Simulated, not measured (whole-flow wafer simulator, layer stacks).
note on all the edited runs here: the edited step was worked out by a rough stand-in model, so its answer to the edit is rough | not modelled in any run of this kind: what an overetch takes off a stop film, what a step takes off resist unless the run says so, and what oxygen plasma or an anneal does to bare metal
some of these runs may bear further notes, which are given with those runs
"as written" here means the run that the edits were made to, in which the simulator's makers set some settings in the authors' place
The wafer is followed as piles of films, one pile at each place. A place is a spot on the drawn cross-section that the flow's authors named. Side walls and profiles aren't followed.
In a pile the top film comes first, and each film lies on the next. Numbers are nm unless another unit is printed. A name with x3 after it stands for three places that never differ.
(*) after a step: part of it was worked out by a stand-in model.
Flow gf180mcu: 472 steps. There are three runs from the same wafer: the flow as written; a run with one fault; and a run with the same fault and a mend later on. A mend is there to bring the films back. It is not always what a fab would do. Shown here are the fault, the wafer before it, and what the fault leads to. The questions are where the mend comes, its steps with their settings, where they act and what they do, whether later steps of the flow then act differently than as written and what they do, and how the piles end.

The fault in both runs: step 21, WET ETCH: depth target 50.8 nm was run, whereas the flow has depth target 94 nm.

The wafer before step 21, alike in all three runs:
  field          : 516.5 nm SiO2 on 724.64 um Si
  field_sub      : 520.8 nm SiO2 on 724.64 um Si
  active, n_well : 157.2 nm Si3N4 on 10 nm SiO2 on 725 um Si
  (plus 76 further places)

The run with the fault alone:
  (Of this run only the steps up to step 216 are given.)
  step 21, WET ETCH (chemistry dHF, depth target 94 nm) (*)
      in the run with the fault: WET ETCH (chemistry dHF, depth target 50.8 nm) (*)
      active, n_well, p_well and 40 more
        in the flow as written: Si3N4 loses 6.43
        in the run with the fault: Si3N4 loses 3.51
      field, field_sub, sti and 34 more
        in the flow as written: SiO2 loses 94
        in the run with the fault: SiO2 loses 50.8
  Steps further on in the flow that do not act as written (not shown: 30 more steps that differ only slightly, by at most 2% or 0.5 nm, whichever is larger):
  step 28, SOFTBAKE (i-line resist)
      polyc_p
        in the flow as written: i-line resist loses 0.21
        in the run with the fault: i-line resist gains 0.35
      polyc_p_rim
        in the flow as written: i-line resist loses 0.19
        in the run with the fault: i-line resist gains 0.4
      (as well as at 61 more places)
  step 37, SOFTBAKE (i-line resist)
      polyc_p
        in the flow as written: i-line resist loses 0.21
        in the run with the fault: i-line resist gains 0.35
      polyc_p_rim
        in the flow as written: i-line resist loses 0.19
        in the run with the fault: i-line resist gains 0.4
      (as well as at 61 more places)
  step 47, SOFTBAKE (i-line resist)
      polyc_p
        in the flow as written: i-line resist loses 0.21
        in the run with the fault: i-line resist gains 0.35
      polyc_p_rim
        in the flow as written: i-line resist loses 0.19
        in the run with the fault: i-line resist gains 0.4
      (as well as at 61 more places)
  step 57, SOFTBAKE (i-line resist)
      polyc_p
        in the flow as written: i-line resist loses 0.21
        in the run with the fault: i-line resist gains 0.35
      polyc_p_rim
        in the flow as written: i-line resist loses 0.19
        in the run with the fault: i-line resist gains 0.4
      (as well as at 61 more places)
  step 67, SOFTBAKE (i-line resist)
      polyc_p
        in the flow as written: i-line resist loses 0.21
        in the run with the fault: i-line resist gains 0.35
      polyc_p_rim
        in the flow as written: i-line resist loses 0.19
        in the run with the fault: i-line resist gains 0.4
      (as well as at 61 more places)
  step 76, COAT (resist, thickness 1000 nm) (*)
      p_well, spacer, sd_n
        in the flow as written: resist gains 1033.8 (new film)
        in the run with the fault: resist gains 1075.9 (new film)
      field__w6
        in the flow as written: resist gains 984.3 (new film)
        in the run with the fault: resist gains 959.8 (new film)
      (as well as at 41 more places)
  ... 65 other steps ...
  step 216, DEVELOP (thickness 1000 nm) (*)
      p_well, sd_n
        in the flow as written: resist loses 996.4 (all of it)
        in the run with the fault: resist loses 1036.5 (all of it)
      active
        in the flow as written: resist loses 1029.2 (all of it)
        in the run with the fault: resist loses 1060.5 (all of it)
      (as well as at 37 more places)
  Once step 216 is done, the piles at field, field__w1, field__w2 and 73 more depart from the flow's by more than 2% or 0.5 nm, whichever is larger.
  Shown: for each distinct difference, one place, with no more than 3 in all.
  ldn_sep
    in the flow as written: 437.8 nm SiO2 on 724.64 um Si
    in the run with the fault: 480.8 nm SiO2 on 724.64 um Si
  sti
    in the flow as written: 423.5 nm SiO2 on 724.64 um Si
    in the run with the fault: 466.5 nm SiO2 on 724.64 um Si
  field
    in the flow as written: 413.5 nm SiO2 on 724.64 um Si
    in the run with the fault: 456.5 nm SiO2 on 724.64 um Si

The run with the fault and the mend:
  After step 21 comes the mend.
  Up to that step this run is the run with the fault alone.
  step 21a, WET ETCH (chemistry dHF, depth target 43.2 nm) (the flow's step 21, run once more with other settings)
      field, field_sub, sti and 34 more
        SiO2 loses 43.2
  None of the later steps of the flow differs from how it acts as written, at any place that is followed, by more than 2% or 0.5 nm, whichever is larger.
  At every place that both follow, the piles at the end match the flow's.
